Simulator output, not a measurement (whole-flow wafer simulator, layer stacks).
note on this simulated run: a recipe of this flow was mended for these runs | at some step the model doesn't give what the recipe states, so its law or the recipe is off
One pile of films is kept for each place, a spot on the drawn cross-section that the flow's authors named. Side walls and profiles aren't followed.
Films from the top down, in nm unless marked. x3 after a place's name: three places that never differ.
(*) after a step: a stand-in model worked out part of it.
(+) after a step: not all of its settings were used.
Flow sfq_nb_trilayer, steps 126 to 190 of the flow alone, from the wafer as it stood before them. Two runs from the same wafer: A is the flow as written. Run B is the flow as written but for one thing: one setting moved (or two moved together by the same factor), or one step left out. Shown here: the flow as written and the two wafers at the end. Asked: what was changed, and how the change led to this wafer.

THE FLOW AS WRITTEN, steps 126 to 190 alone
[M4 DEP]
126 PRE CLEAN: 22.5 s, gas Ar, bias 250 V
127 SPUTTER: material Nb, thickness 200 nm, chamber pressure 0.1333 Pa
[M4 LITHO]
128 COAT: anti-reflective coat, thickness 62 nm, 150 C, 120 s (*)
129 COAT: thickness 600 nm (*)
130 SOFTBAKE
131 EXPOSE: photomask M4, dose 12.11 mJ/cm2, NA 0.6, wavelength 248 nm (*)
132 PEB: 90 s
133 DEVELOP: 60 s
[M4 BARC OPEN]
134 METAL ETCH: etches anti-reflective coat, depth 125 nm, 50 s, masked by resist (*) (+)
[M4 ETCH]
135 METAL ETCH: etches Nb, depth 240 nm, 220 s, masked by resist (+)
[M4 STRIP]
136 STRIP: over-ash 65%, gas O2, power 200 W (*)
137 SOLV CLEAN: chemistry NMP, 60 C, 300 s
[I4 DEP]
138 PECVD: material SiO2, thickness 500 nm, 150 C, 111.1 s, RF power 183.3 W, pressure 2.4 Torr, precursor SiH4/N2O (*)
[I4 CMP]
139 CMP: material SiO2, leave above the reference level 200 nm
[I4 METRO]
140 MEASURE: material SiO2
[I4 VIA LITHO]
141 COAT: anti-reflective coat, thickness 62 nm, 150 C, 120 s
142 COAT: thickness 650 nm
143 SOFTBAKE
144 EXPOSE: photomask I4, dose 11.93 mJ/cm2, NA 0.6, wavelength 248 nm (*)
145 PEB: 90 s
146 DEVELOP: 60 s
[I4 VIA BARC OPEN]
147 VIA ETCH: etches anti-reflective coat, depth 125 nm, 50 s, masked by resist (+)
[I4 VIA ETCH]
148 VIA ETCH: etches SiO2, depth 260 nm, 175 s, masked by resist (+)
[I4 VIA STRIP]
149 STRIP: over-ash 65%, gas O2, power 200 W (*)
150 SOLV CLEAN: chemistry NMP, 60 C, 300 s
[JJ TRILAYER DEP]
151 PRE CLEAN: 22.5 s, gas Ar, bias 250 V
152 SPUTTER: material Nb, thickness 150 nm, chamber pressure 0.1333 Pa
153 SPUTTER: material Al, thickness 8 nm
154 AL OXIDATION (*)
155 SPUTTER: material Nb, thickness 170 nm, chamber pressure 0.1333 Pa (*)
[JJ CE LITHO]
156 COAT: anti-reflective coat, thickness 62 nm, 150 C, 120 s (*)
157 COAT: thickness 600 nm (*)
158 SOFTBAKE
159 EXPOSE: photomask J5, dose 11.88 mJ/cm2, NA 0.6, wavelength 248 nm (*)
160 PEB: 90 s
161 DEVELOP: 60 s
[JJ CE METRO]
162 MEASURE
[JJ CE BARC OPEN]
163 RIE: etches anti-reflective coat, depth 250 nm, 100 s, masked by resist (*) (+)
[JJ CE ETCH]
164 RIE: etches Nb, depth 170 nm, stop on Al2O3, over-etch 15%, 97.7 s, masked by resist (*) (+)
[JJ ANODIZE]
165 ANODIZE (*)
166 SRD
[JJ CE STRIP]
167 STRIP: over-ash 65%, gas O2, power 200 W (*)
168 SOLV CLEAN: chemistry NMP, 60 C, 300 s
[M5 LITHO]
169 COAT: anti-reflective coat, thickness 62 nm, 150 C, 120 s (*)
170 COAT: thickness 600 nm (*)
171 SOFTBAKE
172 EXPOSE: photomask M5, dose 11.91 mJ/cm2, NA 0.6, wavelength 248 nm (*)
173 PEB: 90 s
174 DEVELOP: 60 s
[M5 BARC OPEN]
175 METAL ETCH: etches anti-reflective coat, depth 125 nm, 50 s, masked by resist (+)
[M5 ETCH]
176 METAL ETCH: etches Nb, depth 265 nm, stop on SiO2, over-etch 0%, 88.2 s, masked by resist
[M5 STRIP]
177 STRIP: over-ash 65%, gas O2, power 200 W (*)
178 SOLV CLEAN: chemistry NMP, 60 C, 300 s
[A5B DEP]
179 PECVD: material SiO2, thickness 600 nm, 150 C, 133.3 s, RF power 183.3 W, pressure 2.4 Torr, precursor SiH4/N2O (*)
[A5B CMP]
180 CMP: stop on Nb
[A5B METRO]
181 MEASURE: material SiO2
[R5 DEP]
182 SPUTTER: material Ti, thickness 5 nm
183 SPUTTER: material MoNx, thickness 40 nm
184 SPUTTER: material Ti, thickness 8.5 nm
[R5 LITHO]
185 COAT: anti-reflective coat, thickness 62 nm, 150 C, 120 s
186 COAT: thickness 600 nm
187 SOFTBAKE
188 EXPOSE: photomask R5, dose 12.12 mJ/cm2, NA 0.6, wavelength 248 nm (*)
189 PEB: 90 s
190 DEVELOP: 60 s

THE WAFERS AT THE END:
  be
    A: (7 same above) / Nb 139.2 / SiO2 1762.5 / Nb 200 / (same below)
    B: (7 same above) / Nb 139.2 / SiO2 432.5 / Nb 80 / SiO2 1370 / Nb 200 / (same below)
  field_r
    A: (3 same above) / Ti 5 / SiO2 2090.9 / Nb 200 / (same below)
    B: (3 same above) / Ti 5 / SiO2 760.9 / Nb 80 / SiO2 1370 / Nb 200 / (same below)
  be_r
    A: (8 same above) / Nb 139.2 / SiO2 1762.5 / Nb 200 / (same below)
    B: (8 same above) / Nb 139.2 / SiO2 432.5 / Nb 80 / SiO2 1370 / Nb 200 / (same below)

The cause: step 127, SPUTTER: thickness 320 nm was run, where the flow has thickness 200 nm.

How the change led to this, step by step:
  127 SPUTTER: material Nb, thickness 200 nm, chamber pressure 0.1333 Pa
      field_l, v_sur, via_wl and 102 more: A Nb +200 (new film) | B Nb +320 (new film)
      via_v: A Nb +164.5 | B Nb +264.8
  128 COAT: anti-reflective coat, thickness 62 nm, 150 C, 120 s (*)
      via_v: A anti-reflective coat +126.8 (new film) | B anti-reflective coat +130.6 (new film)
  135 METAL ETCH: etches Nb, depth 240 nm, 220 s, masked by resist (+)
      field_l, be, be_sur and 64 more: A Nb -200 (all of it), SiO2 -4 | B Nb -240
  136 STRIP: over-ash 65%, gas O2, power 200 W (*)
      via_v: A KrF-resist-other-grade -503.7 (all of it), anti-reflective coat -126.8 (all of it) | B KrF-resist-other-grade -517 (all of it), anti-reflective coat -130.6 (all of it)
  138 PECVD: material SiO2, thickness 500 nm, 150 C, 111.1 s, RF power 183.3 W, pressure 2.4 Torr, precursor SiH4/N2O (*)
      field_l, be, be_sur and 55 more: A SiO2 +500 | B SiO2 +500 (new film)
      p3_s0 x6: A SiO2 +561.1 | B SiO2 +597.1 (new film)
      (and at 3 more places)
  139 CMP: material SiO2, leave above the reference level 200 nm
      field_l, be, be_sur and 55 more: A SiO2 -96 | B SiO2 -60
      lsp_r, l0_sur, l0v: A SiO2 -87.7 | B SiO2 -50.3
      (and at 1 more place)
Counting metal films that touch as one body, be has 4 bodies (between them, from the top down: SiO2 146.5 / Al2O3 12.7 / Nb2O5 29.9; SiO2 432.5; SiO2 1370); the flow as written gives 3 bodies (between them, from the top down: SiO2 146.5 / Al2O3 12.7 / Nb2O5 29.9; SiO2 1762.5).
Counting metal films that touch as one body, field_r has 3 bodies (between them, from the top down: SiO2 760.9; SiO2 1370); the flow as written gives 2 bodies (between them, from the top down: SiO2 2090.9).
Counting metal films that touch as one body, be_r has 4 bodies (between them, from the top down: SiO2 146.5 / Al2O3 12.7 / Nb2O5 29.9; SiO2 432.5; SiO2 1370); the flow as written gives 3 bodies (between them, from the top down: SiO2 146.5 / Al2O3 12.7 / Nb2O5 29.9; SiO2 1762.5).
